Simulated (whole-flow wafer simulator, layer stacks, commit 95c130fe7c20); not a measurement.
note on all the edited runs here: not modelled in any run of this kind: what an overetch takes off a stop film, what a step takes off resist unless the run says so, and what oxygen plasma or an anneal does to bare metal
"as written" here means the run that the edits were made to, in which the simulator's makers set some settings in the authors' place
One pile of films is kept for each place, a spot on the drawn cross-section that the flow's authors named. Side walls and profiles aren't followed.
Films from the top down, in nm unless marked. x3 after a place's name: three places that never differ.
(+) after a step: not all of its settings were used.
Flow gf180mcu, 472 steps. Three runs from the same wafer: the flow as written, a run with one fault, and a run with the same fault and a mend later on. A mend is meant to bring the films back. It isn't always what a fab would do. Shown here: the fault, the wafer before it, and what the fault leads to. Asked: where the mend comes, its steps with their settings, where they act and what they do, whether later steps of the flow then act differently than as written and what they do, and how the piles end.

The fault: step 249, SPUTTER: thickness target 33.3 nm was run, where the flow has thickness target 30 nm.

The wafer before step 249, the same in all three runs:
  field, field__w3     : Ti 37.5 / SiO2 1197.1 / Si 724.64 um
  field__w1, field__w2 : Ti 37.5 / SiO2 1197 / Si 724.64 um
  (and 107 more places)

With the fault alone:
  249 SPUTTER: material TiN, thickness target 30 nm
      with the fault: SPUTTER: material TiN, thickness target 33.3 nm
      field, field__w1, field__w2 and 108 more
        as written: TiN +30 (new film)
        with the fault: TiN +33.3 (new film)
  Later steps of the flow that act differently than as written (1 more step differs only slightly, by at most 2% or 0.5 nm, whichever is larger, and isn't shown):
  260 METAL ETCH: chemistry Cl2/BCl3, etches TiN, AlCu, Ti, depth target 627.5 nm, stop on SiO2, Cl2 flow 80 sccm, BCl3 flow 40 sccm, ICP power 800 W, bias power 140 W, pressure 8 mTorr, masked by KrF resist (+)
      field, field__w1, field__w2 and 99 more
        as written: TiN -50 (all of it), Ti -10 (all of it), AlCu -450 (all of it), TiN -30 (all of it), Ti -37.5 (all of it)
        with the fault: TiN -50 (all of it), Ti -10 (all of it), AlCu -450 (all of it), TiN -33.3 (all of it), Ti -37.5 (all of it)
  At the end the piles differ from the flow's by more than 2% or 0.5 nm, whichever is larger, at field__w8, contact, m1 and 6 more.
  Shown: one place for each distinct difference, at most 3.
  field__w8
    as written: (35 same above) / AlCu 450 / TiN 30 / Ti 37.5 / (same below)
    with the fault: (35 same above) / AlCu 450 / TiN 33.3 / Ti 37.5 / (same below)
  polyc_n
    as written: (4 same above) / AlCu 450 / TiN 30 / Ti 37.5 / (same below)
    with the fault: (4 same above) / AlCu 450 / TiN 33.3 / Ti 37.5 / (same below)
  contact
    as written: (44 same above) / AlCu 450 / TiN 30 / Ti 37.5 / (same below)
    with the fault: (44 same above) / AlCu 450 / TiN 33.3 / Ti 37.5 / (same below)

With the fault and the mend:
  The mend comes after step 249.
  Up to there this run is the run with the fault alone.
  249a METAL ETCH: chemistry Cl2/BCl3, etches TiN, AlCu, Ti, depth target 3.3 nm, Cl2 flow 80 sccm, BCl3 flow 40 sccm, ICP power 800 W, bias power 140 W, pressure 8 mTorr
      field, field__w1, field__w2 and 108 more
        TiN -3.3
  No later step of the flow acts differently than as written at any place that is followed.
  At the end the piles are the same as the flow's at every place that both follow.
